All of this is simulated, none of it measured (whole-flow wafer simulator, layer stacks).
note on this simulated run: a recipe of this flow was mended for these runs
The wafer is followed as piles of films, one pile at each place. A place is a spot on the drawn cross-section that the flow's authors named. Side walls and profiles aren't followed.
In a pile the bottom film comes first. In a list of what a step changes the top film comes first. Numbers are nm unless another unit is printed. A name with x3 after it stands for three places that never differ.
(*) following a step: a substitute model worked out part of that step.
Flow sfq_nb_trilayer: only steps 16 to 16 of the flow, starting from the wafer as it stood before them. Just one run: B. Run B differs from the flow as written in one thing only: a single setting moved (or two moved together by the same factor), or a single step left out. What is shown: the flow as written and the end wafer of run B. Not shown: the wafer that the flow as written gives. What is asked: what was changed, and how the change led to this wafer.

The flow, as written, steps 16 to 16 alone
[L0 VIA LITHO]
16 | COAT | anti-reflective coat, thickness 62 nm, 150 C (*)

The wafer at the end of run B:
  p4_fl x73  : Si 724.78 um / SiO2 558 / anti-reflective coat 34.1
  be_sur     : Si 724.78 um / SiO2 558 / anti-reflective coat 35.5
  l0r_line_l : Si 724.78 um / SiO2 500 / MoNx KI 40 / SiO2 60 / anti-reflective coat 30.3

What caused this: step 16, COAT: thickness 34.1 nm was run, though the flow has thickness 62 nm.
One can read it off the wafer: p4_fl x73 has anti-reflective coat 34.1, and step 16 as written asks for 62 nm.

The path from the change to this, step by step:
  16 | COAT | anti-reflective coat, thickness 62 nm, 150 C (*)
      p4_fl x73: +34.1 anti-reflective coat (new film) (it would be, as written: +62 anti-reflective coat (new film))
      be_sur, gap, jj_sur and 8 more: +35.5 anti-reflective coat (new film) (it would be, as written: +63.8 anti-reflective coat (new film))
      (and at 22 other places as well)
